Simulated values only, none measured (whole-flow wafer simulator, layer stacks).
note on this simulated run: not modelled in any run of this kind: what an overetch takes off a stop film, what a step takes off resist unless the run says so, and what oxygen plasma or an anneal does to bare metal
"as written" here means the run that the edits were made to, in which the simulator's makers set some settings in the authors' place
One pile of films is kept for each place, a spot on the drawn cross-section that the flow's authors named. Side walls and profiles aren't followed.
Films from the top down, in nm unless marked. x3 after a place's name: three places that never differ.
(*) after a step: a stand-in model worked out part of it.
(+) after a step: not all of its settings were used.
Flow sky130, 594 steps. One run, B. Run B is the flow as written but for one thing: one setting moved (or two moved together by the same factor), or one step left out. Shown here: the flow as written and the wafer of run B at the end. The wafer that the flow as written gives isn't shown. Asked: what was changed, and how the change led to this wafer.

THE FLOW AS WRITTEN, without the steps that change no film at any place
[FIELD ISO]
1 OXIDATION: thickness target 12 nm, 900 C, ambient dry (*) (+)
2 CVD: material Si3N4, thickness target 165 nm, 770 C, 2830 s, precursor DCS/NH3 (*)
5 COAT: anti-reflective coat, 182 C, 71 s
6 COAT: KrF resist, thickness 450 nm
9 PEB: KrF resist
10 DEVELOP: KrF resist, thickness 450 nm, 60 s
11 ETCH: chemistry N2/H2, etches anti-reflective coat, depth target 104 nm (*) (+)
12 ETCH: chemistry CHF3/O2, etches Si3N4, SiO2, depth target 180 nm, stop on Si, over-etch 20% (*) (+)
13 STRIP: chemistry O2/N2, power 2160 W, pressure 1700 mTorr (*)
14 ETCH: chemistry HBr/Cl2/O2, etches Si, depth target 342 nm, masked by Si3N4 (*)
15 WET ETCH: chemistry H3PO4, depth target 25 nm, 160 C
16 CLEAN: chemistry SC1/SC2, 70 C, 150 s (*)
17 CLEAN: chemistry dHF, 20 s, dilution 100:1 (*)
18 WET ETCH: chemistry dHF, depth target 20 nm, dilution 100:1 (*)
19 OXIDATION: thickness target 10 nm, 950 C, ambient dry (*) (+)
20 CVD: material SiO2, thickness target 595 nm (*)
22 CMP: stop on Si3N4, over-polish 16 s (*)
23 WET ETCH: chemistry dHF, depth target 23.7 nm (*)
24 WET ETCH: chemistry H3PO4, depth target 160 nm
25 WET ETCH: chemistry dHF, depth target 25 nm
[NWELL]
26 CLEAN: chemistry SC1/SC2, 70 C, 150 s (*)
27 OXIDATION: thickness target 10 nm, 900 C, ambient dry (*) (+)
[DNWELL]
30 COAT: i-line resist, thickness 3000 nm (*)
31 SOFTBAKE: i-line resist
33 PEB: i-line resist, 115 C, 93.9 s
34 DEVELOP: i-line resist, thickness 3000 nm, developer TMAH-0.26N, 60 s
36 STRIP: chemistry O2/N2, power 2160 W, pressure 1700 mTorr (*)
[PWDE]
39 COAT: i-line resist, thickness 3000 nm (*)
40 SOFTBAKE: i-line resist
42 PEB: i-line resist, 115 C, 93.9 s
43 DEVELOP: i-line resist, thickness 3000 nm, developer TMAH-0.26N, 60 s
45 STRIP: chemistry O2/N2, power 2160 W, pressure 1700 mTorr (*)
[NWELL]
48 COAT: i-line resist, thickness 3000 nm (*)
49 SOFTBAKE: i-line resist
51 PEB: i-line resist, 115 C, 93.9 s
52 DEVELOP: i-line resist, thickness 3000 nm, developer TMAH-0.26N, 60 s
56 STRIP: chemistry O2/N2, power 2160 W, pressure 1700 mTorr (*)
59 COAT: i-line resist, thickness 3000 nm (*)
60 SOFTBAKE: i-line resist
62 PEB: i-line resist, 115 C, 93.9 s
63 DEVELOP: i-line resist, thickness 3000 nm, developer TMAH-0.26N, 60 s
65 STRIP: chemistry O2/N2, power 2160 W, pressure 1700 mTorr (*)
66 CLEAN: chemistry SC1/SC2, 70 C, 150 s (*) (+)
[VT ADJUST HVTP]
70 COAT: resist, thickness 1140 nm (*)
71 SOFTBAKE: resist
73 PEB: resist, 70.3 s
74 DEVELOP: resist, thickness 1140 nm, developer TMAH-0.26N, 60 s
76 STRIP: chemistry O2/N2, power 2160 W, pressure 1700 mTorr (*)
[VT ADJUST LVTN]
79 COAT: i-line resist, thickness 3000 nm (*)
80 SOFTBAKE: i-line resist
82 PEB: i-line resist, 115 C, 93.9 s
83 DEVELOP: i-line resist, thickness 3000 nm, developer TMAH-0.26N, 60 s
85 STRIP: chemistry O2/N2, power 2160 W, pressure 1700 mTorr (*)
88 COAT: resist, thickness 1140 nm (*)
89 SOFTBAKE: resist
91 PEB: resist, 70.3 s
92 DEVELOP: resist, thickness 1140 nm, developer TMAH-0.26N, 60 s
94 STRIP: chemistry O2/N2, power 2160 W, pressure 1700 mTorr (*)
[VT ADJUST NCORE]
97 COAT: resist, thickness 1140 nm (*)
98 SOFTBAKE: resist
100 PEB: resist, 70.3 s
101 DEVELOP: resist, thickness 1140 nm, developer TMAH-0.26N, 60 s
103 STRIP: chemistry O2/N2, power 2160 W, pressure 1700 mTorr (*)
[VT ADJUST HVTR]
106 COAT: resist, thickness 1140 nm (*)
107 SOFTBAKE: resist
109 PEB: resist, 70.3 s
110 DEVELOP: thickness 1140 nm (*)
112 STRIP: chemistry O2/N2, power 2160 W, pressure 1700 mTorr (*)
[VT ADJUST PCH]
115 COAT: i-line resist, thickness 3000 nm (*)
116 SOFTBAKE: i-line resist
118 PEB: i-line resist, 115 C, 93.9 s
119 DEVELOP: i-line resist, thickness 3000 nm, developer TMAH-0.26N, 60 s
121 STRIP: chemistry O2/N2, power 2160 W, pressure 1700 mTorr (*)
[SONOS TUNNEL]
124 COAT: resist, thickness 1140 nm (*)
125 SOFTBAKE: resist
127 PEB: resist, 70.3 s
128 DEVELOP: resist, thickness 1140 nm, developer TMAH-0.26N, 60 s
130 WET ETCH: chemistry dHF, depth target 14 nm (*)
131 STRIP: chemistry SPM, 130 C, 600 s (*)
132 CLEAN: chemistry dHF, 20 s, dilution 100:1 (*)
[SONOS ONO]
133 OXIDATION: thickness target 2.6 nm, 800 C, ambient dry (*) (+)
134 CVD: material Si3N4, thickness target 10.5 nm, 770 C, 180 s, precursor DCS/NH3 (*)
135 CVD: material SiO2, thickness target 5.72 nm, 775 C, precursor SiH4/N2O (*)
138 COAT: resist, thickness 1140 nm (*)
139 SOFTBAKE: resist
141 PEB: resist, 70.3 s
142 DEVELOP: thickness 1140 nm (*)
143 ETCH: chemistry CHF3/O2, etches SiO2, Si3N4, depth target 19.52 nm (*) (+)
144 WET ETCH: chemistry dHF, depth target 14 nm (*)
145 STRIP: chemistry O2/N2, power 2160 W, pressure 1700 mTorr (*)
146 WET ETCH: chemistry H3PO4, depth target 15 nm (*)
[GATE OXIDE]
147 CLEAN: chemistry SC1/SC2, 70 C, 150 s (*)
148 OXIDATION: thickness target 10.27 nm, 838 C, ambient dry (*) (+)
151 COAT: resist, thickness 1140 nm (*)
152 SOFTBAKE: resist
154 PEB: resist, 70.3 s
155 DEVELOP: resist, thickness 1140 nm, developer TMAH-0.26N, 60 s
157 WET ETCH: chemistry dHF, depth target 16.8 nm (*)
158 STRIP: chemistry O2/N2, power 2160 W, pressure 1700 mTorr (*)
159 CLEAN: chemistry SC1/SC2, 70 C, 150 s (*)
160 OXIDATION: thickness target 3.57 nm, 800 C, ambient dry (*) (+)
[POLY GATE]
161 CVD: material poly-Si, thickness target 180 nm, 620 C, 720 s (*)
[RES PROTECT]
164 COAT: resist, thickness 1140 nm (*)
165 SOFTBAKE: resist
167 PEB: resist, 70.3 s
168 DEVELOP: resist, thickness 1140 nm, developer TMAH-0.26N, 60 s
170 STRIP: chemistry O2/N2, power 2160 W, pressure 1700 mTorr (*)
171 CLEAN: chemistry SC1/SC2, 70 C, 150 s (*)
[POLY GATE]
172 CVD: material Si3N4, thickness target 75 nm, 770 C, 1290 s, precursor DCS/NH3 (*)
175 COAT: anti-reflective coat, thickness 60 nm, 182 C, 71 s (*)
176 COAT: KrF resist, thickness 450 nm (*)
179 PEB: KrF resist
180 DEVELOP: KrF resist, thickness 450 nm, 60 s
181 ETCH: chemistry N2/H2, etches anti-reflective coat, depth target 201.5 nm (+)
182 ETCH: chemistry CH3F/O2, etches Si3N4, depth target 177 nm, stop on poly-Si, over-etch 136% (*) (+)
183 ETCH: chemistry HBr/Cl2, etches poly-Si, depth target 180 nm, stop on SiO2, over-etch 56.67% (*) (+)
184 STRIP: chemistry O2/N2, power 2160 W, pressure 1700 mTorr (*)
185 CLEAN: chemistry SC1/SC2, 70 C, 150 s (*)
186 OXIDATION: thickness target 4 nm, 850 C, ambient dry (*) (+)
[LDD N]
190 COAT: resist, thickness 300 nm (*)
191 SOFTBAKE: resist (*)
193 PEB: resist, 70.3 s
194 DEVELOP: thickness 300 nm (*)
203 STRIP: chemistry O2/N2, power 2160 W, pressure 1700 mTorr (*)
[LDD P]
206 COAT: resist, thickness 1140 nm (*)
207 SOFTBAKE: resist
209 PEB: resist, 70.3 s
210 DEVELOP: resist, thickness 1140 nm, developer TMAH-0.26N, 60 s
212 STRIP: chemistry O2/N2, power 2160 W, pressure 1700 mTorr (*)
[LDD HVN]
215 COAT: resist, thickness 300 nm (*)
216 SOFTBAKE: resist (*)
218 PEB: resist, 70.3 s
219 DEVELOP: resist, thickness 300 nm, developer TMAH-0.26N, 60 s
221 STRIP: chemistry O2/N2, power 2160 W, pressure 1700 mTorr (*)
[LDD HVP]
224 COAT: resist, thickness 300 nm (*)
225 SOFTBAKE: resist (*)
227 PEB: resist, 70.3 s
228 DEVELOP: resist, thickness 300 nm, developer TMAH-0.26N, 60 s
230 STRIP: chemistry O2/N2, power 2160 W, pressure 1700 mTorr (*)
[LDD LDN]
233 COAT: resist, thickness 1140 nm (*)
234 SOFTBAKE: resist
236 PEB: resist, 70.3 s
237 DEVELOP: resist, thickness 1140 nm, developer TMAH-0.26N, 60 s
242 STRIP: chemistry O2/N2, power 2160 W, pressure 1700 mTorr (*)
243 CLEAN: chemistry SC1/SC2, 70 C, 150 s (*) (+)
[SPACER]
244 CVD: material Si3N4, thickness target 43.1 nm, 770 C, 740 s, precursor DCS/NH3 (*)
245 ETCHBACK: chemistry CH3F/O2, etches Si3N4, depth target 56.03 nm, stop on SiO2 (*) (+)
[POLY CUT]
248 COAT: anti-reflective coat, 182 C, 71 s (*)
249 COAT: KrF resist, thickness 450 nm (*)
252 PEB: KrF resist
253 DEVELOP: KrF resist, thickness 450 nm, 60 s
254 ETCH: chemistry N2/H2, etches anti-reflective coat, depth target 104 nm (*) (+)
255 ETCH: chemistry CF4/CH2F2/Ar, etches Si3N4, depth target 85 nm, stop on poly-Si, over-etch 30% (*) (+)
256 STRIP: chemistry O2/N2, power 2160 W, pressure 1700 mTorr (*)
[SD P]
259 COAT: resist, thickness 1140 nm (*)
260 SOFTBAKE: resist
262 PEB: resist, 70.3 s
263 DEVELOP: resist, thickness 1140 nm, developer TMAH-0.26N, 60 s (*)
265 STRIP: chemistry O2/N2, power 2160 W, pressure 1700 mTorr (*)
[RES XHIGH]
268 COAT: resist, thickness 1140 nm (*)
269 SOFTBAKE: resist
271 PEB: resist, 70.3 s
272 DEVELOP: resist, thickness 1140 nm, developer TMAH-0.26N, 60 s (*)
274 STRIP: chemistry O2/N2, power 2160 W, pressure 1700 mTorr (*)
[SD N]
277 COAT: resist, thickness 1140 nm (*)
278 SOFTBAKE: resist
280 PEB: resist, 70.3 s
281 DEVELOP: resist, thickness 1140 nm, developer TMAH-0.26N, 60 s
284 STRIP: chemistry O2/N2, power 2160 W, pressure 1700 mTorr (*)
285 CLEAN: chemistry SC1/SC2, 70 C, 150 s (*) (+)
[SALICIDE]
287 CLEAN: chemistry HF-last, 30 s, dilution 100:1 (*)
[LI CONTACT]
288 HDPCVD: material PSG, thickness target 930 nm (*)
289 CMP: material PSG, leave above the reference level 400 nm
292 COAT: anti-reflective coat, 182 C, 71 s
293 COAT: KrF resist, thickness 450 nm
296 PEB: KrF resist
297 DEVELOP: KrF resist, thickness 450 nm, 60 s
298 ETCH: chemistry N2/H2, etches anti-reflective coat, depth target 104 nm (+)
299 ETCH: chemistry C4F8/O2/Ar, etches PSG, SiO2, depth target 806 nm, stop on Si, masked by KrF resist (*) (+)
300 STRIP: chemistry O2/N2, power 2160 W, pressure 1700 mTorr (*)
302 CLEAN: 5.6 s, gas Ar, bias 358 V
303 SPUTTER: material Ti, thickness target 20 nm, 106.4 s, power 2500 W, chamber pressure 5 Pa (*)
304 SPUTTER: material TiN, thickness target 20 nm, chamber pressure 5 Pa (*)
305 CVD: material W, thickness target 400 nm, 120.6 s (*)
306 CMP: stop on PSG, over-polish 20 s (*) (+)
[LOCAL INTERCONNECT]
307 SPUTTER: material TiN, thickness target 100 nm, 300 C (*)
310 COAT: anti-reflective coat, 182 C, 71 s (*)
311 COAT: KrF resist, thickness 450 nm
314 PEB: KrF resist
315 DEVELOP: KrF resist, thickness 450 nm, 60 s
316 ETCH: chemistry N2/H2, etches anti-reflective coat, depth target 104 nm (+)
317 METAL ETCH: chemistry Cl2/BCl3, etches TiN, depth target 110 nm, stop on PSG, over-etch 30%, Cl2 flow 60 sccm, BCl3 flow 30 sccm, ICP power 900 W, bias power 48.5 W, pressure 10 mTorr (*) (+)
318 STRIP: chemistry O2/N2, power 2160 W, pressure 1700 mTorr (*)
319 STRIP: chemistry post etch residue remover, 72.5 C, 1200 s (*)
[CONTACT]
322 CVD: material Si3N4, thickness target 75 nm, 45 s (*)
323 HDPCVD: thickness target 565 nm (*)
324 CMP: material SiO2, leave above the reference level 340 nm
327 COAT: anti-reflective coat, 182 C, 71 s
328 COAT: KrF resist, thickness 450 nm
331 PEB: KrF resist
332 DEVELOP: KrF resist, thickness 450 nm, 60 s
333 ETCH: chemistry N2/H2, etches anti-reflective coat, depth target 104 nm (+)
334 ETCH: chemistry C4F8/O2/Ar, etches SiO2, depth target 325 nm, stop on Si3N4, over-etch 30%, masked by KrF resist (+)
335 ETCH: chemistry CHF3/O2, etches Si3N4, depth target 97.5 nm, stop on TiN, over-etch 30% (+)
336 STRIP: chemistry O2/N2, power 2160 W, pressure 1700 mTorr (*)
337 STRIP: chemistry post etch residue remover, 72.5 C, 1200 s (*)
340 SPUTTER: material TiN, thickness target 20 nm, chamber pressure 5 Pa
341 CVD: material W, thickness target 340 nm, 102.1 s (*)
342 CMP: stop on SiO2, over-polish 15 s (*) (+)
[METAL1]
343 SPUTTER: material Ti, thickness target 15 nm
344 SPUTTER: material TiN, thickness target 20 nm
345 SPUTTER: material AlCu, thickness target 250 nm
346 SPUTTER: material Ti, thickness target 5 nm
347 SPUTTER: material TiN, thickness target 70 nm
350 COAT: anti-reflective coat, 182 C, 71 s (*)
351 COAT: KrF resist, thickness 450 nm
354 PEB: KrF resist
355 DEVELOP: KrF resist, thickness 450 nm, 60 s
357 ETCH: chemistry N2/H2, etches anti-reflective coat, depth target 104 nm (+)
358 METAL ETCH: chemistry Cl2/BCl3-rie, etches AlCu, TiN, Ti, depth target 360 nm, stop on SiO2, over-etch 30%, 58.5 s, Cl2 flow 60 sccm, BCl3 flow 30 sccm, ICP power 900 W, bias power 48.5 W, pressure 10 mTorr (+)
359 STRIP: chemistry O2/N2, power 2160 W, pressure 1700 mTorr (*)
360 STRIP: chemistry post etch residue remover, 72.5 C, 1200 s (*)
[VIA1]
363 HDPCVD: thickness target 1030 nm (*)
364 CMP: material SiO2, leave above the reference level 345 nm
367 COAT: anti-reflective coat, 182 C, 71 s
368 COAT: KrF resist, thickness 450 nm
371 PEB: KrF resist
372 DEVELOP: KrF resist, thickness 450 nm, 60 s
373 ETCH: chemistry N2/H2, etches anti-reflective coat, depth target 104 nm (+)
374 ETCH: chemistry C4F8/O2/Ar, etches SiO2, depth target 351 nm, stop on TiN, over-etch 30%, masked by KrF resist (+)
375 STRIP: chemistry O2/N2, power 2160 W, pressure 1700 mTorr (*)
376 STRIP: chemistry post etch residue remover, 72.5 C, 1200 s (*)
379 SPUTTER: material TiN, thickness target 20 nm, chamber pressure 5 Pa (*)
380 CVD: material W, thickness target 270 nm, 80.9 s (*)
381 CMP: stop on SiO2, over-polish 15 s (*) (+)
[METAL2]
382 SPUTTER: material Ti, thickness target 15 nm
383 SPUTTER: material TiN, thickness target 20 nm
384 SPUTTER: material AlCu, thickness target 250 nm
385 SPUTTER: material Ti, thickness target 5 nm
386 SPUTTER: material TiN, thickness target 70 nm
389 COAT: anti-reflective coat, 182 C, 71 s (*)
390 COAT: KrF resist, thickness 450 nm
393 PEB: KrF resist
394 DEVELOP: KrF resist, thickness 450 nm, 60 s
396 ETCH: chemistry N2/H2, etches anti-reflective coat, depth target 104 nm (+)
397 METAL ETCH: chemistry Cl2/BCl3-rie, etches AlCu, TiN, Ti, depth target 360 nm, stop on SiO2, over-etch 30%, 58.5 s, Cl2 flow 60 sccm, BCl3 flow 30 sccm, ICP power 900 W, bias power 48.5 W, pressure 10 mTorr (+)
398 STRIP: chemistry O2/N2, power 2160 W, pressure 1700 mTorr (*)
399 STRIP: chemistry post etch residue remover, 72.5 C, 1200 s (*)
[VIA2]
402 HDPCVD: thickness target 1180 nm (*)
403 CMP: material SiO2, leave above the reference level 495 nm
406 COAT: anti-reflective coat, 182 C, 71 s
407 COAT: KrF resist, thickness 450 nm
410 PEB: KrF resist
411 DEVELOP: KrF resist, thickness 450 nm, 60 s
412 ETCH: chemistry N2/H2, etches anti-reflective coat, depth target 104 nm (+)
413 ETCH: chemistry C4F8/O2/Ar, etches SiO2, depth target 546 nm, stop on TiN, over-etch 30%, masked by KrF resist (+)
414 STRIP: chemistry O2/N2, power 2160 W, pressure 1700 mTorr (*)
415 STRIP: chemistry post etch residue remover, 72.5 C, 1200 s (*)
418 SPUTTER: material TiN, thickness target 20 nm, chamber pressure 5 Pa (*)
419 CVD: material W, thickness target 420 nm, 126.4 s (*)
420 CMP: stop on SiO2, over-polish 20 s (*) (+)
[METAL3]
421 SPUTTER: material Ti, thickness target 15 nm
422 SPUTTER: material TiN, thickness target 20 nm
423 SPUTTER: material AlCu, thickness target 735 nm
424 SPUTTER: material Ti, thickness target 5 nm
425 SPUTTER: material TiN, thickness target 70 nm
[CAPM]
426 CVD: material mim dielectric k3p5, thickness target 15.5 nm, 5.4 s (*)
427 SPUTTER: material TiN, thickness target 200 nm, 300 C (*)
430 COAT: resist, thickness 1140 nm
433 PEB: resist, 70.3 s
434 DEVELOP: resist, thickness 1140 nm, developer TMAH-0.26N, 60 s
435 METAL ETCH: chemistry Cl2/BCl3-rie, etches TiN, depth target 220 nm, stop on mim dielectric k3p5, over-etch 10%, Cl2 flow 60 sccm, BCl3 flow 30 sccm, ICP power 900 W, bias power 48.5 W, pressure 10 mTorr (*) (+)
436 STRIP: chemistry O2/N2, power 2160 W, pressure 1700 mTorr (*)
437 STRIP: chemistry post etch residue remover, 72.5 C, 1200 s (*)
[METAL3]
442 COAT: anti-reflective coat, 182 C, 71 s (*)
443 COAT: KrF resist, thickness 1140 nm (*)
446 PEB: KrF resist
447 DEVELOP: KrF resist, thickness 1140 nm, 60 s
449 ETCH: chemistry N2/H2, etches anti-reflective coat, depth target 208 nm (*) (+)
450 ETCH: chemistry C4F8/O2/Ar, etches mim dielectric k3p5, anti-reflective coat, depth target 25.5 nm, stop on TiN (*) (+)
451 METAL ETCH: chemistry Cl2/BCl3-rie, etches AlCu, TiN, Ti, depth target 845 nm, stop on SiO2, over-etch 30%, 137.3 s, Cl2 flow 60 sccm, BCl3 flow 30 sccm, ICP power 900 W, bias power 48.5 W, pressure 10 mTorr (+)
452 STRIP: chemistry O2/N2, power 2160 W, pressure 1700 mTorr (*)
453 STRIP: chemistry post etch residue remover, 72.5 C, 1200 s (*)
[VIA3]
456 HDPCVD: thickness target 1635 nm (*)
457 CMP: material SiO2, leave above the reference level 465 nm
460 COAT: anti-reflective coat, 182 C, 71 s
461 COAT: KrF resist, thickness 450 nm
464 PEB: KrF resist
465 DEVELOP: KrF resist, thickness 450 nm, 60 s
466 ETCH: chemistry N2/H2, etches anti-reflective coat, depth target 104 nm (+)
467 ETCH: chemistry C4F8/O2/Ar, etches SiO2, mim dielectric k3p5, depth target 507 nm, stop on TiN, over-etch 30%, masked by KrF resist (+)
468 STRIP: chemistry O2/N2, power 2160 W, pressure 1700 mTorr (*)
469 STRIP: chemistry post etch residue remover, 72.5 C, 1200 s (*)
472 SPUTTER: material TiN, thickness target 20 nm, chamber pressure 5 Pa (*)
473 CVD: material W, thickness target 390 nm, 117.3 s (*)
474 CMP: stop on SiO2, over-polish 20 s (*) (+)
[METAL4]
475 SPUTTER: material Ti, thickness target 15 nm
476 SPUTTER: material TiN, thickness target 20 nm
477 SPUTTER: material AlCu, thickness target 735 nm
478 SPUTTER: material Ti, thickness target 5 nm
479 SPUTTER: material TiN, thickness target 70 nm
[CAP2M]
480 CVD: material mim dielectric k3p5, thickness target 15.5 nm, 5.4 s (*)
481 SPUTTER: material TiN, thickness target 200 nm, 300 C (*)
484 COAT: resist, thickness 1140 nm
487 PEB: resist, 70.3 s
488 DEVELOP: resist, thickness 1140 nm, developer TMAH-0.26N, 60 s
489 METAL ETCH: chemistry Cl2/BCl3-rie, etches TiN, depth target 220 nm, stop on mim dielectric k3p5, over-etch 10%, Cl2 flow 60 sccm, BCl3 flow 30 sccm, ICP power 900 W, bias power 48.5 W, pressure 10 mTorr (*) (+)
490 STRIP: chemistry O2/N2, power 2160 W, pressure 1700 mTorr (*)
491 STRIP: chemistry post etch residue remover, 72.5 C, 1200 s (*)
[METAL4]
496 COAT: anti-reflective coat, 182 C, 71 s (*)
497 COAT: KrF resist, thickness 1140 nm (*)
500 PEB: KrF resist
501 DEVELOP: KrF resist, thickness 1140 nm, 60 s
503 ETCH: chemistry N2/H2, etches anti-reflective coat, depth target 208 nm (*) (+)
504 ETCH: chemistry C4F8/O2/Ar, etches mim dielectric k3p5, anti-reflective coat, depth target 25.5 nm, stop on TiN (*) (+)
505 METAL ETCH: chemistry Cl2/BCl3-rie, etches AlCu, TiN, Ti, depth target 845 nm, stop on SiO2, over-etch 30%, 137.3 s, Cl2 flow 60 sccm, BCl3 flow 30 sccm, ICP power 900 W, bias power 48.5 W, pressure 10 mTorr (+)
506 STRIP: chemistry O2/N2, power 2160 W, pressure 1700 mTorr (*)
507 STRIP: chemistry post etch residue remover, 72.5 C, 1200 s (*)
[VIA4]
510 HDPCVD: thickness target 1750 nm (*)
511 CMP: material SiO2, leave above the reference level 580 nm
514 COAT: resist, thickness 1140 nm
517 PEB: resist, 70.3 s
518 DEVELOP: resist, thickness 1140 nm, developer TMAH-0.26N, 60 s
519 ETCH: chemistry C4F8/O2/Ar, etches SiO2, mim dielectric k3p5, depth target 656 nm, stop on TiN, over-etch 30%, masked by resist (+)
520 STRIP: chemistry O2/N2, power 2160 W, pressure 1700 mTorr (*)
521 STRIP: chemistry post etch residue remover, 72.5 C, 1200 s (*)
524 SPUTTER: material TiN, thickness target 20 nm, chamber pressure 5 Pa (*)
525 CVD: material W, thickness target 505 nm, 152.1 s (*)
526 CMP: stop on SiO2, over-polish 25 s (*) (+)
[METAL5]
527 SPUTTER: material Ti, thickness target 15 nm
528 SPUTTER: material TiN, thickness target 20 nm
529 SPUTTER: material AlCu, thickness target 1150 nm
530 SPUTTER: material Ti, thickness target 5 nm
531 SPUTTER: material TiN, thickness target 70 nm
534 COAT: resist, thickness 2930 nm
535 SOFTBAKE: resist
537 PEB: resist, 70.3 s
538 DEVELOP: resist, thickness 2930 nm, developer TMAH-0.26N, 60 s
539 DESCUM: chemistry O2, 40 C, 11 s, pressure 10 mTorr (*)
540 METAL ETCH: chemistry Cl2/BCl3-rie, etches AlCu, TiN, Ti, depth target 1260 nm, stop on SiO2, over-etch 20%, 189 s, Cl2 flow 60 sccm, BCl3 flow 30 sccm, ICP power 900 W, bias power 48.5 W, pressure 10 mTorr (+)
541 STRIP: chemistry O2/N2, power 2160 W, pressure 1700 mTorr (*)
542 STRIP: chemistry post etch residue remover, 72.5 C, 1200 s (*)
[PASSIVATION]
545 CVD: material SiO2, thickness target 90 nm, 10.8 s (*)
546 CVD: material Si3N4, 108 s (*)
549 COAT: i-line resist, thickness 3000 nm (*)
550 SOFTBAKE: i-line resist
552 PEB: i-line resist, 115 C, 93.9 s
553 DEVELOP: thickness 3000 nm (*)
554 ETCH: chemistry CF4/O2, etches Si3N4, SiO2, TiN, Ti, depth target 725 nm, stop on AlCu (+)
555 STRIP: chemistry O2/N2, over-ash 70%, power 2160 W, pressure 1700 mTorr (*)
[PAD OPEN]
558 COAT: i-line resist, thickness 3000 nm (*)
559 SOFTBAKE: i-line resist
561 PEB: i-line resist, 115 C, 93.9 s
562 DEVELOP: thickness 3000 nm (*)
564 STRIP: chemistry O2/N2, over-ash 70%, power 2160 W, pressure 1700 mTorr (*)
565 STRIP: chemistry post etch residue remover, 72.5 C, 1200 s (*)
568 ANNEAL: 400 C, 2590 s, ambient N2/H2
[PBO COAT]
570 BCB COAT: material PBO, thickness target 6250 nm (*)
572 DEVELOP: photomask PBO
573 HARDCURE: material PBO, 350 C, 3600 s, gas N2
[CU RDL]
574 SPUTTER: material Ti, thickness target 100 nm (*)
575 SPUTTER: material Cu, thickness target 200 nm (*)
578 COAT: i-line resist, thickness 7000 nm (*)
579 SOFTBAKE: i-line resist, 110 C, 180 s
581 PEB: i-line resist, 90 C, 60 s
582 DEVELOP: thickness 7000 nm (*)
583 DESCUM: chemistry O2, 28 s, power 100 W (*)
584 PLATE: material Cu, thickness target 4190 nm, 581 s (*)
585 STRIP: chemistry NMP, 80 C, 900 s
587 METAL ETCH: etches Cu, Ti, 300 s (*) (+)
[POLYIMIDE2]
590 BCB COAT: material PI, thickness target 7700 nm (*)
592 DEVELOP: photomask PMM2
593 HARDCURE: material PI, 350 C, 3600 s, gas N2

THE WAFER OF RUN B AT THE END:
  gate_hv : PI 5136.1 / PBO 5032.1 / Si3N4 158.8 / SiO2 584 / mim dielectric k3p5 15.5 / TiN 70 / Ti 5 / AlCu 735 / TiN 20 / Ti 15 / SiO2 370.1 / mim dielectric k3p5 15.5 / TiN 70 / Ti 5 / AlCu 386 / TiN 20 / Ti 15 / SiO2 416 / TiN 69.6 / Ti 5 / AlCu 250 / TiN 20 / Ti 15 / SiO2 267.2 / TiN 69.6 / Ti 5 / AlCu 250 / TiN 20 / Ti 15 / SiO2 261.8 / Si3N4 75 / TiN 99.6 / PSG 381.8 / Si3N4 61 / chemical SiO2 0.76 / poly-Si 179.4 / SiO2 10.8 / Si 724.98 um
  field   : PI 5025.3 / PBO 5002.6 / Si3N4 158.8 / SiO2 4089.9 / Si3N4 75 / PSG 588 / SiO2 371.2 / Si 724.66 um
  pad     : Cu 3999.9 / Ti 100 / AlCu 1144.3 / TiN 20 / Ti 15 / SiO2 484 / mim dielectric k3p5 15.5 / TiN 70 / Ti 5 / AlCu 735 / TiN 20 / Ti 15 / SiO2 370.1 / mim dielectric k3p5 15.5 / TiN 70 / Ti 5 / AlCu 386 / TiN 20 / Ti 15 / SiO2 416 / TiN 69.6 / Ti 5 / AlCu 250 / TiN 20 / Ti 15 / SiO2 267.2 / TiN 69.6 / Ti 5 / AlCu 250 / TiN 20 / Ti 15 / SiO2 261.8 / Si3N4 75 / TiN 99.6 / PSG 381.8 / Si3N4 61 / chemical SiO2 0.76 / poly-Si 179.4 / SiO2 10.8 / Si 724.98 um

The cause: step 423, SPUTTER: thickness target 386 nm was run, where the flow has thickness target 735 nm.
It can be read off the wafer: gate_hv has AlCu 386, and step 423 as written asks for 735 nm.

How the change led to this, step by step:
  423 SPUTTER: material AlCu, thickness target 735 nm
      field, active, n_well and 188 more: AlCu +386 (new film) (as written it would be: AlCu +735 (new film))
  451 METAL ETCH: chemistry Cl2/BCl3-rie, etches AlCu, TiN, Ti, depth target 845 nm, stop on SiO2, over-etch 30%, 137.3 s, Cl2 flow 60 sccm, BCl3 flow 30 sccm, ICP power 900 W, bias power 48.5 W, pressure 10 mTorr (+)
      field, gate, spacer and 65 more: TiN -70 (all of it), Ti -5 (all of it), AlCu -386 (all of it), TiN -20 (all of it), Ti -15 (all of it), SiO2 -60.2 (as written it would be: TiN -70 (all of it), Ti -5 (all of it), AlCu -735 (all of it), TiN -20 (all of it), Ti -15 (all of it), SiO2 -25.4)
      active, vpp_ln, vpp_iso2 and 11 more: TiN -70 (all of it), Ti -5 (all of it), AlCu -386 (all of it), TiN -20 (all of it), Ti -15 (all of it), SiO2 -60.2 (as written it would be: TiN -70 (all of it), Ti -5 (all of it), AlCu -735 (all of it), TiN -20 (all of it), Ti -15 (all of it), SiO2 -25.3)
      (and at 3 more places)
  457 CMP: material SiO2, leave above the reference level 465 nm
      field, active, gate and 82 more: SiO2 -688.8 (as written it would be: SiO2 -374.7)
